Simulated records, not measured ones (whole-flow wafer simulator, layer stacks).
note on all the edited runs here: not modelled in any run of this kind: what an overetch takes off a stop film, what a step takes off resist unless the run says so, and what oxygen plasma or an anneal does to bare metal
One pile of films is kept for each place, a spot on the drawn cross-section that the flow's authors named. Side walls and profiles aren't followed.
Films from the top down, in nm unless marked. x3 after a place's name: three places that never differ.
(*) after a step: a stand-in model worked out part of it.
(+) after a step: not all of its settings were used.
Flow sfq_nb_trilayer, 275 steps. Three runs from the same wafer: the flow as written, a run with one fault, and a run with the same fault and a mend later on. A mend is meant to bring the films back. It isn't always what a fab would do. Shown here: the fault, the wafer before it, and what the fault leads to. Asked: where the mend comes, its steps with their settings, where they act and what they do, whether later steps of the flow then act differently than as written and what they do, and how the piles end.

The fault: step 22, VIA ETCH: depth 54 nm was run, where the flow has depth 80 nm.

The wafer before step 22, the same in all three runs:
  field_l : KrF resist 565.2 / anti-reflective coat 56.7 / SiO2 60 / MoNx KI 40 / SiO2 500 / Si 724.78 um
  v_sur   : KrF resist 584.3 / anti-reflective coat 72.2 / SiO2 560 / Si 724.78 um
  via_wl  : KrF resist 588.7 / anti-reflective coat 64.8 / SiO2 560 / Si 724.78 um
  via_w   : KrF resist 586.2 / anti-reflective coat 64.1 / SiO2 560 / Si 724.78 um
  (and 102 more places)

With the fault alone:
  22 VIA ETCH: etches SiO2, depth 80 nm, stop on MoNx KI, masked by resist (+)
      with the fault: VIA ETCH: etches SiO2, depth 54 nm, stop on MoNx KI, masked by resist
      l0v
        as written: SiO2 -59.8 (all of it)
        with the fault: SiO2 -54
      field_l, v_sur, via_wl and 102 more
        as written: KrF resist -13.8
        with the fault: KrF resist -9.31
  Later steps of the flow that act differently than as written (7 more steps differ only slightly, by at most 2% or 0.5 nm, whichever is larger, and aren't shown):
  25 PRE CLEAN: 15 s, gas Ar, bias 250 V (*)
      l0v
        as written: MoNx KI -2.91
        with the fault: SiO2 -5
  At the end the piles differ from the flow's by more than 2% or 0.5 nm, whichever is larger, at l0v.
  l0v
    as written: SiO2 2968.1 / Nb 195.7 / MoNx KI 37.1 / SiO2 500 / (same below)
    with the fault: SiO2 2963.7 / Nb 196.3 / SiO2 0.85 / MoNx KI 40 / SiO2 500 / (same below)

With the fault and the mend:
  The mend comes after step 23.
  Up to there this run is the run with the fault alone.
  23a COAT: anti-reflective coat, thickness 62 nm (*) (the flow's step 15 once more)
      p4_fl x3, p4_w1 x9, p4_g1 x2 and 59 more
        anti-reflective coat +62 (new film)
      gap, jj_sur, ce_l and 8 more
        anti-reflective coat +63.6 (new film)
      be, be_sur, field_r, lsp_l
        anti-reflective coat +63.7 (new film)
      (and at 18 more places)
  23b COAT: KrF resist, thickness 650 nm (*) (the flow's step 16 once more)
      p4_fl x3, p4_w1 x9, p4_g1 x2 and 59 more
        KrF resist +650 (new film)
      c5j, ce_r, sp_r, be_r, r_sur
        KrF resist +656.7 (new film)
      jj_sur, ce_l, res, r_end
        KrF resist +656.8 (new film)
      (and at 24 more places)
  23c SOFTBAKE: KrF resist (the flow's step 17 once more)
      changes no film at any place that is followed
  23d EXPOSE: photomask L0V, dose 12.41 mJ/cm2, NA 0.6, wavelength 248 nm (*) (the flow's step 18 once more)
      changes no film at any place that is followed
  23e PEB: KrF resist, 90 s (the flow's step 19 once more)
      p4_fl x3, p4_w1 x9, p4_g1 x2 and 59 more
        KrF resist -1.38
      via_v, wire, be and 17 more
        KrF resist -1.39
      v_sur, via_w, via_wr, via_sp, ln_m6
        KrF resist -1.4
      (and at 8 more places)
  23f DEVELOP: KrF resist, thickness 650 nm, 60 s (the flow's step 20 once more)
      field_l, v_sur, via_wl and 102 more
        KrF resist -23.5
      l0v
        KrF resist -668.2 (all of it)
  23g VIA ETCH: etches anti-reflective coat, depth 125 nm, masked by resist (*) (+) (the flow's step 21 once more)
      field_l, v_sur, via_wl and 102 more
        KrF resist -62
      l0v
        anti-reflective coat -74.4 (all of it), SiO2 -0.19
  23h VIA ETCH: etches SiO2, depth 26 nm, stop on MoNx KI, masked by resist (+) (the flow's step 22 once more, with other settings)
      field_l, v_sur, via_wl and 102 more
        KrF resist -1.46
      l0v
        SiO2 -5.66 (all of it)
  23i STRIP: over-ash 65%, gas O2, power 200 W (*) (the flow's step 23 once more)
      p4_fl x3, p4_w1 x9, p4_g1 x2 and 59 more
        KrF resist -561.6 (all of it), anti-reflective coat -62 (all of it)
      c5j, ce_r, sp_r, be_r, r_sur, res
        KrF resist -568.3 (all of it), anti-reflective coat -63.6 (all of it)
      gap, jj_sur, ce_l, r_end
        KrF resist -568.4 (all of it), anti-reflective coat -63.6 (all of it)
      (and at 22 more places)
  No later step of the flow acts differently than as written at any place that is followed.
  At the end the piles are the same as the flow's at every place that both follow.
